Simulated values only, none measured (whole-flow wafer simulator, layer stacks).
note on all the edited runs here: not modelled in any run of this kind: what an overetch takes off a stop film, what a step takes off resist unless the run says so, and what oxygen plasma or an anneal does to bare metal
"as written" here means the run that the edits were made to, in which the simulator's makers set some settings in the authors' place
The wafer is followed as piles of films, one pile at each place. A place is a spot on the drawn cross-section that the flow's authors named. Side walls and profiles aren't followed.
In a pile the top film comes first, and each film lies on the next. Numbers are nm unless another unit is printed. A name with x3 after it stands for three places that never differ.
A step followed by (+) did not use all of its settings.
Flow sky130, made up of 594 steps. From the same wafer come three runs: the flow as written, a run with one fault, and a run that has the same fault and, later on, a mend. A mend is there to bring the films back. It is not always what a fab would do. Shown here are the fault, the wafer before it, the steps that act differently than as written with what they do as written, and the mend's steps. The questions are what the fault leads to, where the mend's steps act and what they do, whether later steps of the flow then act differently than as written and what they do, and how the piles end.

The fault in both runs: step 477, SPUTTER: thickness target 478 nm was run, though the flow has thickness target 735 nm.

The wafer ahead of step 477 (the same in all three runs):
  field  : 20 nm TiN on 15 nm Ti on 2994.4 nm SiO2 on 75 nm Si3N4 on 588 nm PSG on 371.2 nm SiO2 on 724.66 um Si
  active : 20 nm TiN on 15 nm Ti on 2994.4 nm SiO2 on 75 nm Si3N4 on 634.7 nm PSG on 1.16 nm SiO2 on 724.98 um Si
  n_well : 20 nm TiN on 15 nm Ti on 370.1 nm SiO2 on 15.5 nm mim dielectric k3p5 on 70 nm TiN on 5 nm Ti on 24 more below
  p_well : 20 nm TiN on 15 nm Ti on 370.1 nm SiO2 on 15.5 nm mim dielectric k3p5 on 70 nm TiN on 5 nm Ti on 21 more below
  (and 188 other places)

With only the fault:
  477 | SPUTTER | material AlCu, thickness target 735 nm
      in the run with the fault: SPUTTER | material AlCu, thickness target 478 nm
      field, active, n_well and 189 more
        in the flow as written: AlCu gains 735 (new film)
        in the run with the fault: AlCu gains 478 (new film)
  Steps later in the flow that act otherwise than as written (4 other steps are not shown; they differ only slightly, by no more than 2% or 0.5 nm, whichever is larger):
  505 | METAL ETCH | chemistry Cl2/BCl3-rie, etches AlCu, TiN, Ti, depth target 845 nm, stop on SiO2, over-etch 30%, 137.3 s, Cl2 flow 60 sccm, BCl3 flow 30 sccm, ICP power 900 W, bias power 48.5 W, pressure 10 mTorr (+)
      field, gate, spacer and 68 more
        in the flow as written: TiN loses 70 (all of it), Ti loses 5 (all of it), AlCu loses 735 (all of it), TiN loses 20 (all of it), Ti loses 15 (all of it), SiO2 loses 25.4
        in the run with the fault: TiN loses 70 (all of it), Ti loses 5 (all of it), AlCu loses 478 (all of it), TiN loses 20 (all of it), Ti loses 15 (all of it), SiO2 loses 51.1
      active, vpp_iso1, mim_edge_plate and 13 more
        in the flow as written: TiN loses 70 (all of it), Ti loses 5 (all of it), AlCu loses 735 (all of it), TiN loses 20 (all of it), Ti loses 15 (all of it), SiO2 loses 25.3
        in the run with the fault: TiN loses 70 (all of it), Ti loses 5 (all of it), AlCu loses 478 (all of it), TiN loses 20 (all of it), Ti loses 15 (all of it), SiO2 loses 51.1
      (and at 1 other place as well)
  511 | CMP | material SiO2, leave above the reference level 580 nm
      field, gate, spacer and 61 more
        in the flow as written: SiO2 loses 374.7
        in the run with the fault: SiO2 loses 605.9
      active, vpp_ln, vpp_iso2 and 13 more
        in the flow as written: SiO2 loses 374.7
        in the run with the fault: SiO2 loses 606
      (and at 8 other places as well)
  The piles end different from the flow's at field, active, n_well and 190 more by more than 2% or 0.5 nm, whichever is larger.
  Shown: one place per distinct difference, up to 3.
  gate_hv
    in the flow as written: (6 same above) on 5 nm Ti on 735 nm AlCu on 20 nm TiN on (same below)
    in the run with the fault: (6 same above) on 5 nm Ti on 478 nm AlCu on 20 nm TiN on (same below)
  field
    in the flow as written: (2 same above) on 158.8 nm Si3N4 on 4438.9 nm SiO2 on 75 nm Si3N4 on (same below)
    in the run with the fault: (2 same above) on 158.8 nm Si3N4 on 4181.9 nm SiO2 on 75 nm Si3N4 on (same below)
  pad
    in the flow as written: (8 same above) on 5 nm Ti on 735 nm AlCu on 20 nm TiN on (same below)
    in the run with the fault: (8 same above) on 5 nm Ti on 478 nm AlCu on 20 nm TiN on (same below)

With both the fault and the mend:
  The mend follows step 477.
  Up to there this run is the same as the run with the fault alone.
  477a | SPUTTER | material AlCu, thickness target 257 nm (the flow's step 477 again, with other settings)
      field, active, n_well and 189 more
        AlCu gains 257
  None of the later steps of the flow acts differently than as written at any place that is followed.
  By the end, the piles equal the flow's at every place that both follow.
